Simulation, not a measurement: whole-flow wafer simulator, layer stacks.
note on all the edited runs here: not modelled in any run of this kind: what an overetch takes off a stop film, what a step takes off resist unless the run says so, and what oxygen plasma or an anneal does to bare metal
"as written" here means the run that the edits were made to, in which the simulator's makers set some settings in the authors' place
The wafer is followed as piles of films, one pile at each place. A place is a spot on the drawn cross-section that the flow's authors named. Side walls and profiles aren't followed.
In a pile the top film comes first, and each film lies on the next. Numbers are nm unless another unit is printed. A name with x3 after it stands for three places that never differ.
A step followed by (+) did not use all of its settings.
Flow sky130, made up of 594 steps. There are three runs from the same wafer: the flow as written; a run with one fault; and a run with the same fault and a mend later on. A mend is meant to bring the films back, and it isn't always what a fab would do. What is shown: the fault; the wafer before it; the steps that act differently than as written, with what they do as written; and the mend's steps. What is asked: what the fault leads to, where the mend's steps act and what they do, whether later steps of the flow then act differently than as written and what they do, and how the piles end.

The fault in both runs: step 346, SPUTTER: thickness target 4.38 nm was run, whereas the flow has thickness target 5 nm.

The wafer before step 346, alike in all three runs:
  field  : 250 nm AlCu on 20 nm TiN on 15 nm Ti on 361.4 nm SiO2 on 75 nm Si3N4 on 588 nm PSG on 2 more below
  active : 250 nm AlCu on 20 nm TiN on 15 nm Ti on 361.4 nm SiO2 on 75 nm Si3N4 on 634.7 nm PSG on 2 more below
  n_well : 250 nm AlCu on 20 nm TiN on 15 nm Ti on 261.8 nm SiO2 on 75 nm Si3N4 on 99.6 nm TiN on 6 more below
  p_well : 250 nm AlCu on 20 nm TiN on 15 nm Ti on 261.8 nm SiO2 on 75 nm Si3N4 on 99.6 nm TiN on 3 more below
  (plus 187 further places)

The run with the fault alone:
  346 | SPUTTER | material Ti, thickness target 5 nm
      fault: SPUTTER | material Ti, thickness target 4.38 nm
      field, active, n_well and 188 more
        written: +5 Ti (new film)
        fault: +4.38 Ti (new film)
  Steps further on in the flow that do not act as written (not shown: 12 more steps that differ only slightly, by at most 2% or 0.5 nm, whichever is larger):
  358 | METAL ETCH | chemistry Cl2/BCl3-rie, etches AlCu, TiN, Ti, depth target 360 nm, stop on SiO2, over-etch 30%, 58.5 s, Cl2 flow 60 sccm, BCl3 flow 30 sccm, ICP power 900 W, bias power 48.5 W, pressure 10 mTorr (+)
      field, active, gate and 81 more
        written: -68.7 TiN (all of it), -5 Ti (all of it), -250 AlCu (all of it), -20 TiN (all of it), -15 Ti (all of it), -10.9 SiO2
        fault: -68.7 TiN (all of it), -4.38 Ti (all of it), -250 AlCu (all of it), -20 TiN (all of it), -15 Ti (all of it), -11 SiO2
  By the end, the piles at n_well, p_well, gate_hv and 104 more depart from the flow's by more than 2% or 0.5 nm, whichever is larger.
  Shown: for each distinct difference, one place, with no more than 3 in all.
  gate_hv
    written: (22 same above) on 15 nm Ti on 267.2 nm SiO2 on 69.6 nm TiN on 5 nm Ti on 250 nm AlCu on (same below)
    fault: (22 same above) on 15 nm Ti on 267.9 nm SiO2 on 69.6 nm TiN on 4.38 nm Ti on 250 nm AlCu on (same below)
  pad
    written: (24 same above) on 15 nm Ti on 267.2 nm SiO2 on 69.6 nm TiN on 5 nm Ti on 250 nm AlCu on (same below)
    fault: (24 same above) on 15 nm Ti on 267.9 nm SiO2 on 69.6 nm TiN on 4.38 nm Ti on 250 nm AlCu on (same below)
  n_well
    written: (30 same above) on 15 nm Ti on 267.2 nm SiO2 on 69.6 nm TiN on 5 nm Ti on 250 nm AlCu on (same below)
    fault: (30 same above) on 15 nm Ti on 267.9 nm SiO2 on 69.6 nm TiN on 4.38 nm Ti on 250 nm AlCu on (same below)

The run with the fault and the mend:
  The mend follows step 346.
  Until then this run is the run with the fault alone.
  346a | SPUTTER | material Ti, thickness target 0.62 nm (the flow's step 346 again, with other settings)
      field, active, n_well and 188 more
        +0.62 Ti
  None of the later steps of the flow acts differently than as written at any place that is followed.
  The piles end the same as the flow's at every place that both follow.
